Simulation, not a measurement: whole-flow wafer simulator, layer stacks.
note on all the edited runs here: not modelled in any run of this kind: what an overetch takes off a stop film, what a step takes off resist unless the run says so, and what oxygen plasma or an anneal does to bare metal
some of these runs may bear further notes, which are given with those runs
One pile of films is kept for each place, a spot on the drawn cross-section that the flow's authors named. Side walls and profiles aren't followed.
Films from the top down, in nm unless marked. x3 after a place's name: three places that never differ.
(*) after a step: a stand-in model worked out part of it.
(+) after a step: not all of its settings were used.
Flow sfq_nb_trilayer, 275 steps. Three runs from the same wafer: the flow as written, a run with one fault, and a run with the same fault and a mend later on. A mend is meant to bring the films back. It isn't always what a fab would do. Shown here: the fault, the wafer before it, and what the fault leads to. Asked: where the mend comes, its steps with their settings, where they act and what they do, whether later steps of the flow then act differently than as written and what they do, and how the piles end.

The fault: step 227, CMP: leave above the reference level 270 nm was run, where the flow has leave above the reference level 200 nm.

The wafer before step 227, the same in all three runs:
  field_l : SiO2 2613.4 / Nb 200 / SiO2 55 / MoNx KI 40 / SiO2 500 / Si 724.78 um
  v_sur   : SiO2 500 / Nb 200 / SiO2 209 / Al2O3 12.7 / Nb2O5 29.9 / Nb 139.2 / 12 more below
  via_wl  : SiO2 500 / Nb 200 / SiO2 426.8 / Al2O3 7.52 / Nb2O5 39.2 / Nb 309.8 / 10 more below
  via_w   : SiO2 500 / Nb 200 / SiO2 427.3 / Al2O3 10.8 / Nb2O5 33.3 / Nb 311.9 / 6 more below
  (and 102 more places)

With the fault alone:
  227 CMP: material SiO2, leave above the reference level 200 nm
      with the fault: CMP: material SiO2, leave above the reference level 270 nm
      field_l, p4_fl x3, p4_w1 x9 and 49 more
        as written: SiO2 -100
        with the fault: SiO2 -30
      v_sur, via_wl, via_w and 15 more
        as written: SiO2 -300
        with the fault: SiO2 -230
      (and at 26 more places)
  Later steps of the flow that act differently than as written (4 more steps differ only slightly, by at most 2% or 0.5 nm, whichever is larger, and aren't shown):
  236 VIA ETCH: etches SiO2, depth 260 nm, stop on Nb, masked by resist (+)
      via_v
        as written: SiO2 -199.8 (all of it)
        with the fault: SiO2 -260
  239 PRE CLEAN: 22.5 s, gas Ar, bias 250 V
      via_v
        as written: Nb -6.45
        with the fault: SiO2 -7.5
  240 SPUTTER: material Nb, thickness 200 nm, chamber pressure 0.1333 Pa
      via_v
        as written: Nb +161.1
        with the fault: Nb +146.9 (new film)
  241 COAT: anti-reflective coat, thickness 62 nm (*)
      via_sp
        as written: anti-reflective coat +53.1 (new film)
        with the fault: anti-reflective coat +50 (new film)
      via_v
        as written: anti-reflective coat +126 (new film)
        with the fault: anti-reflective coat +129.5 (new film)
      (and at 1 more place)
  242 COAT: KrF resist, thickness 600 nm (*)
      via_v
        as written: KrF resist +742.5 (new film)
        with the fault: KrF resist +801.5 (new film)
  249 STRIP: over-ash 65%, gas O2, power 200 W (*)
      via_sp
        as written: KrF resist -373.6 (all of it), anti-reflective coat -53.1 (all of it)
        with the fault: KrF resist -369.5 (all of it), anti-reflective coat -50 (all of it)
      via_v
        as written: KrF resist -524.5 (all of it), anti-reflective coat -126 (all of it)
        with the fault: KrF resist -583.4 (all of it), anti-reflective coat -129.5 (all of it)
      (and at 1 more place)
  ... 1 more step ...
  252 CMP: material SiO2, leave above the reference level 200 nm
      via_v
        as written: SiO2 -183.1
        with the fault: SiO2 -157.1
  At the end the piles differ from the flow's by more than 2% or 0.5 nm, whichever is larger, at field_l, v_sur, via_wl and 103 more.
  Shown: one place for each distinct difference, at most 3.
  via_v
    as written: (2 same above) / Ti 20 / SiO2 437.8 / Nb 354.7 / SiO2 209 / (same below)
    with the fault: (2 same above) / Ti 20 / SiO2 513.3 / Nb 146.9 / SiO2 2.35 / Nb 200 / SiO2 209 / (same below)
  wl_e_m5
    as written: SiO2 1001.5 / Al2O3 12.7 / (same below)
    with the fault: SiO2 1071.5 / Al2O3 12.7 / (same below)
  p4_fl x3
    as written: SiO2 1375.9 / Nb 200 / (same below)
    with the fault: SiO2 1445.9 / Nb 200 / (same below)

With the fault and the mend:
  The mend comes after step 228.
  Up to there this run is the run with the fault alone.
  228a CMP: material SiO2, leave above the reference level 200 nm (the flow's step 227 once more)
      field_l, v_sur, via_wl and 103 more
        SiO2 -70
  No later step of the flow acts differently than as written at any place that is followed.
  At the end the piles are the same as the flow's at every place that both follow.
